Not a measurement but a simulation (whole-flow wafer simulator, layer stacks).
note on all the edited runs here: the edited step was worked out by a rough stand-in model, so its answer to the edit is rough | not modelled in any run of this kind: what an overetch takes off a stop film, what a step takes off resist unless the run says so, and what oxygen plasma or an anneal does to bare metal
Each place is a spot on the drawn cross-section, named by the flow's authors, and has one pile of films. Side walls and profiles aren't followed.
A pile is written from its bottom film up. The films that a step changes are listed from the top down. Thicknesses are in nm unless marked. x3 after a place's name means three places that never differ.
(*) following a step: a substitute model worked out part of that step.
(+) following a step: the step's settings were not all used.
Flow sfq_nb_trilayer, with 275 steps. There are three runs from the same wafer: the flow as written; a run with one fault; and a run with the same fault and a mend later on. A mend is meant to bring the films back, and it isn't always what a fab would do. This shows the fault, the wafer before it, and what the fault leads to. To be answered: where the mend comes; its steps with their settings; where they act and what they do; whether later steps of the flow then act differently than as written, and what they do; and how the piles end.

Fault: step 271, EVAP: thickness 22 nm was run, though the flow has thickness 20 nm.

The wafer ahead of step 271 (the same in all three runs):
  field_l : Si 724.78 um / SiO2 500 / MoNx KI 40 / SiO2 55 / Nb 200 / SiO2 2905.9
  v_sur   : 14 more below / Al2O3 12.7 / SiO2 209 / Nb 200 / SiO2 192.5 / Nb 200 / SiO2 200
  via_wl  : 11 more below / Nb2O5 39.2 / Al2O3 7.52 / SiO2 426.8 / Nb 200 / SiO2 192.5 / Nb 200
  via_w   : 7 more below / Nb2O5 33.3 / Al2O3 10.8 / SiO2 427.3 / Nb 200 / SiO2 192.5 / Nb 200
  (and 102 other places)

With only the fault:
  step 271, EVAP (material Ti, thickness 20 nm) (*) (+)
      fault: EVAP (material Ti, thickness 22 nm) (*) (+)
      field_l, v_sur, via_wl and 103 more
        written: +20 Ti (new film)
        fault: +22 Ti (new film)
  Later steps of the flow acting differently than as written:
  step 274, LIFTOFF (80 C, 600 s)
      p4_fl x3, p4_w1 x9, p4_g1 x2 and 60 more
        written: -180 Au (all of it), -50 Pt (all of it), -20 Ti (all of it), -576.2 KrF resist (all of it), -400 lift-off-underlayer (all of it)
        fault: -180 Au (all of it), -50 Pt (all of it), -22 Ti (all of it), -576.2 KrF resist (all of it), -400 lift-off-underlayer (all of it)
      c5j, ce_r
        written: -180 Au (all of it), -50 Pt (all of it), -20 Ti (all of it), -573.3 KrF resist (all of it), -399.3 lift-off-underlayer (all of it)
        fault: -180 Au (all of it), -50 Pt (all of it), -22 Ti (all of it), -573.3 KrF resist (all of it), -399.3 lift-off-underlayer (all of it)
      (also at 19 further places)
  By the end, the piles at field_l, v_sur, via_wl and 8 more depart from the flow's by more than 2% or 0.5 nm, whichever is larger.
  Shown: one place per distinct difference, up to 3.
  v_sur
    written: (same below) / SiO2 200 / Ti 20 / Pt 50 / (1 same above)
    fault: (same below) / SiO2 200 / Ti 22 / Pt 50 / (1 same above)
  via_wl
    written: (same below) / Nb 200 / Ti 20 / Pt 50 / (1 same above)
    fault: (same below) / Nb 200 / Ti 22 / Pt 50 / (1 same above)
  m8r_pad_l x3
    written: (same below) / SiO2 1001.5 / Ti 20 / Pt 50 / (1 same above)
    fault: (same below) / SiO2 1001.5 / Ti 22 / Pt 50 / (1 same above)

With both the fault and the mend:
  After step 271 comes the mend.
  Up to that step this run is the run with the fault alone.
  step 271a, METAL ETCH (etches Ti, MoNx, depth 2 nm) (the flow's step 190, run once more with other settings)
      field_l, v_sur, via_wl and 103 more
        -2 Ti
  Every later step of the flow that is run acts as written at every place that is followed.
  The piles end the same as the flow's at every place that both follow.
